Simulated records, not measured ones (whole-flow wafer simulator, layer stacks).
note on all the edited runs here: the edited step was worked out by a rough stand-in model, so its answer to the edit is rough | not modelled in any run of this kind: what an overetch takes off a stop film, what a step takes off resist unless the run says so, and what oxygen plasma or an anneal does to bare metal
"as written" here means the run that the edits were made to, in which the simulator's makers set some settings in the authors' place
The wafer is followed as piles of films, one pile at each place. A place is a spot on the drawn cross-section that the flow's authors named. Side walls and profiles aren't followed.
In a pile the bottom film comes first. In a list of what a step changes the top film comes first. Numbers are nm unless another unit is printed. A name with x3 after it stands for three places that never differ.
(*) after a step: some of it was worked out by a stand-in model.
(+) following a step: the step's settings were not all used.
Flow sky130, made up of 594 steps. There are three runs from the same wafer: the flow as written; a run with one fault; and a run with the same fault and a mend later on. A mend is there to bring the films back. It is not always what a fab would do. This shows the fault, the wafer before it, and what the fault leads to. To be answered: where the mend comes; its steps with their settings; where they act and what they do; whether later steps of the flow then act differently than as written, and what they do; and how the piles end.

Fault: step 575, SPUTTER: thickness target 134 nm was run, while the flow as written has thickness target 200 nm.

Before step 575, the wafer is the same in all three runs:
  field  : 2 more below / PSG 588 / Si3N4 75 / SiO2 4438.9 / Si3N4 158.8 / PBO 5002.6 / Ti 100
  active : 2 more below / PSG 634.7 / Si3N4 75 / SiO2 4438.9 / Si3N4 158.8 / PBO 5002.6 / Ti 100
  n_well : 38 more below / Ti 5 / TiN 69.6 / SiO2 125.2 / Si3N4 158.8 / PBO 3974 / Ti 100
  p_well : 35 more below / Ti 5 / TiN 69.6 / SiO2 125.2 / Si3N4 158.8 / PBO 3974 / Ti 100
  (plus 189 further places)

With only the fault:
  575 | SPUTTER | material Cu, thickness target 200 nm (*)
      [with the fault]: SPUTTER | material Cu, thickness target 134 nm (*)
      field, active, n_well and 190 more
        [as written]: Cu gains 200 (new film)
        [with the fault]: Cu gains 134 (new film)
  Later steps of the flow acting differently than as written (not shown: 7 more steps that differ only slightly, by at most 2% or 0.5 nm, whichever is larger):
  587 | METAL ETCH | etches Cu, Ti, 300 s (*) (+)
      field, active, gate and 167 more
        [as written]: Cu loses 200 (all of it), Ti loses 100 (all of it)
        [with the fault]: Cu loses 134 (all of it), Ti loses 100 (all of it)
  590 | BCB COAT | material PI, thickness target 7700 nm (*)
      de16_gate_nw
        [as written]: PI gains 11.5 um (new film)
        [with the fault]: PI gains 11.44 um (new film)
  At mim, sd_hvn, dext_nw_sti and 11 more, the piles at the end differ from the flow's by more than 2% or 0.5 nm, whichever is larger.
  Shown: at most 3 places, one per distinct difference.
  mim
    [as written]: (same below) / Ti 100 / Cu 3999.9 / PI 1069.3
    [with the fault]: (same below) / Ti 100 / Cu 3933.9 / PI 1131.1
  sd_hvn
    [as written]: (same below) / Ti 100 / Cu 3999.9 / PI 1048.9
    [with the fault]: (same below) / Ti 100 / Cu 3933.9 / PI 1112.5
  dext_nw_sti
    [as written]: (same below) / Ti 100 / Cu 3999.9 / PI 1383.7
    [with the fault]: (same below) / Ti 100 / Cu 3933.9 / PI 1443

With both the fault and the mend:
  After step 582 comes the mend.
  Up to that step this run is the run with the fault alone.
  582a | STRIP | chemistry NMP, 80 C, 900 s
      wcut_nhv, wcut_phv, wcut_fox_pw and 23 more
        i-line resist loses 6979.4 (all of it)
      mim_edge_plate_strap, mim_edge_plate, mim_edge_gap, mim_edge_gap_sheet, vpp_l1ln, dnw_fox
        i-line resist loses 6980.8 (all of it)
      gate_len, gate_lvt_sd_len, gate_p_sd_len, gate_p_hvt_sd_len, gate_p_lvt_sd_len, gate_len_250
        i-line resist loses 6982 (all of it)
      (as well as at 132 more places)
  582b | SPUTTER | material Cu, thickness target 66 nm (*) (the flow's step 575 again, with other settings)
      field, active, n_well and 190 more
        Cu gains 66
  582c | HMDS | 120 C, 60 s (the flow's step 577 again)
      alters no film at any place that is followed
  582d | COAT | i-line resist, thickness 7000 nm (*) (the flow's step 578 again)
      dice_street, wcut_nhv, wcut_phv and 18 more
        i-line resist gains 7000 (new film)
      poly_ln, iso_pw_fox, gate_lvt_sd, active_lvt, spacer_lvt, sonos_sd, sonos_cell_x, sonos_guard_x
        i-line resist gains 7003.2 (new film)
      vpp_iso2, mim_edge_plate_strap, mim_edge_plate, mim_edge_gap, mim_edge_gap_sheet, gate_hv_nvt, de16_nw_sti
        i-line resist gains 7001.4 (new film)
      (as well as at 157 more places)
  582e | SOFTBAKE | i-line resist, 110 C, 180 s (the flow's step 579 again)
      de16_gate_pw, de16_pw_fp, de16_pw_sti, de16_psrc_nw
        i-line resist loses 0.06
      field, active_lvt
        i-line resist gains 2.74
      mim, vcap_hvt
        i-line resist loses 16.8
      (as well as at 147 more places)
  582f | EXPOSE | photomask CU1M (the flow's step 580 again)
      alters no film at any place that is followed
  582g | PEB | i-line resist, 90 C, 60 s (the flow's step 581 again)
      field, active, n_well and 134 more
        i-line resist loses 0.07
      pad
        i-line resist loses 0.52
  582h | DEVELOP | thickness 7000 nm (*) (the flow's step 582 again)
      field, active, gate and 167 more
        i-line resist loses 20.6
      n_well, p_well, sd_n, sd_p
        i-line resist loses 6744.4 (all of it)
      dep_nw_sti, dep_ntap_nw, de16_nw_sti
        i-line resist loses 7000.7 (all of it)
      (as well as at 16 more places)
  Later steps of the flow that are run all act as written at every place that is followed.
  At every place that both follow, the piles at the end match the flow's.
